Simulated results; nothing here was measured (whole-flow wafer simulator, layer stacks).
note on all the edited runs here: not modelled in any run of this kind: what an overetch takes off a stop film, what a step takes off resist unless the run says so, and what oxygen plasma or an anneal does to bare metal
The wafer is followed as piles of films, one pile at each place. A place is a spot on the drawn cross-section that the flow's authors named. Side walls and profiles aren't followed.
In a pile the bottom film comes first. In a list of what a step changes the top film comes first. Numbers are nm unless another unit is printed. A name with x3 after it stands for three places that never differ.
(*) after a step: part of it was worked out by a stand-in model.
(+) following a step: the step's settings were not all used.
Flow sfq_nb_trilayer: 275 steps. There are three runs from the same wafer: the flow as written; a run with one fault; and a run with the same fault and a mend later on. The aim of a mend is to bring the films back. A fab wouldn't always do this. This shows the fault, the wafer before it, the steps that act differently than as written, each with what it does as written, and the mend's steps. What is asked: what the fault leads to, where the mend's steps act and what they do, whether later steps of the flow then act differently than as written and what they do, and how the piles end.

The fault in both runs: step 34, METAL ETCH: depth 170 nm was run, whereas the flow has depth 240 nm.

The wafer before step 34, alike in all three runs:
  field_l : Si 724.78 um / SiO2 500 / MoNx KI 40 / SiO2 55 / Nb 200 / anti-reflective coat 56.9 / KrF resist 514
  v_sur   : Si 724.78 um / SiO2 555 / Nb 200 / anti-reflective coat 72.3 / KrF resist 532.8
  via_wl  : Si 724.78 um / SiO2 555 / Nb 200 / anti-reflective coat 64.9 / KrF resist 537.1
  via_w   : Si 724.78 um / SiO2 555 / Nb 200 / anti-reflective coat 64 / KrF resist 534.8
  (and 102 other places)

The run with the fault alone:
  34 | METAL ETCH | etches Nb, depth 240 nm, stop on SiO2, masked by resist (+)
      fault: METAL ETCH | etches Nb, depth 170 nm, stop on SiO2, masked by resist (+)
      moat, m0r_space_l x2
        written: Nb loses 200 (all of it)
        fault: Nb loses 170
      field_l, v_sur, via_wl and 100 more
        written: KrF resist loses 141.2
        fault: KrF resist loses 100
  Later steps of the flow acting differently than as written:
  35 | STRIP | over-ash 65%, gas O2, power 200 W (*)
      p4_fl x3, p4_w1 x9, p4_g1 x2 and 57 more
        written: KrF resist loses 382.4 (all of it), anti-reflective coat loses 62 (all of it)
        fault: KrF resist loses 423.6 (all of it), anti-reflective coat loses 62 (all of it)
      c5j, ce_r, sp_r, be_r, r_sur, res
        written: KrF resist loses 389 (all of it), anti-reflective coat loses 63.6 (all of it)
        fault: KrF resist loses 430.2 (all of it), anti-reflective coat loses 63.6 (all of it)
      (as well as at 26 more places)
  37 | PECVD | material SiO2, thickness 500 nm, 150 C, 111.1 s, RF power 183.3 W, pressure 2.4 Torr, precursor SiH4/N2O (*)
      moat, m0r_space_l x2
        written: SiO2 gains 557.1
        fault: SiO2 gains 527.1 (new film)
  At moat, m0r_space_l x2, the piles at the end differ from the flow's by more than 2% or 0.5 nm, whichever is larger.
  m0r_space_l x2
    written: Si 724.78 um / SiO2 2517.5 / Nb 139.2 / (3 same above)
    fault: Si 724.78 um / SiO2 555 / Nb 30 / SiO2 1932.5 / Nb 139.2 / (3 same above)
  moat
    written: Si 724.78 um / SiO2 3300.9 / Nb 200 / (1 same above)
    fault: Si 724.78 um / SiO2 555 / Nb 30 / SiO2 2715.9 / Nb 200 / (1 same above)

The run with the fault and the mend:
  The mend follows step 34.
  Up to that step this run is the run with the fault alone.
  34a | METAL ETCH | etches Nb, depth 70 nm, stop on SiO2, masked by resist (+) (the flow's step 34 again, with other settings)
      field_l, v_sur, via_wl and 100 more
        KrF resist loses 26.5
      moat, m0r_space_l x2
        Nb loses 30 (all of it)
  Later steps of the flow acting differently than as written:
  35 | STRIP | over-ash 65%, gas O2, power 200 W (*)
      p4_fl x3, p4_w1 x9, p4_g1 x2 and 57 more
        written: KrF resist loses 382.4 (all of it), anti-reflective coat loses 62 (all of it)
        mend: KrF resist loses 397.1 (all of it), anti-reflective coat loses 62 (all of it)
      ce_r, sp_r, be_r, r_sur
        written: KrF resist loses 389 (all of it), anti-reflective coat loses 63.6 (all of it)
        mend: KrF resist loses 403.7 (all of it), anti-reflective coat loses 63.6 (all of it)
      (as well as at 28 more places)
  The piles end the same as the flow's at every place that both follow.
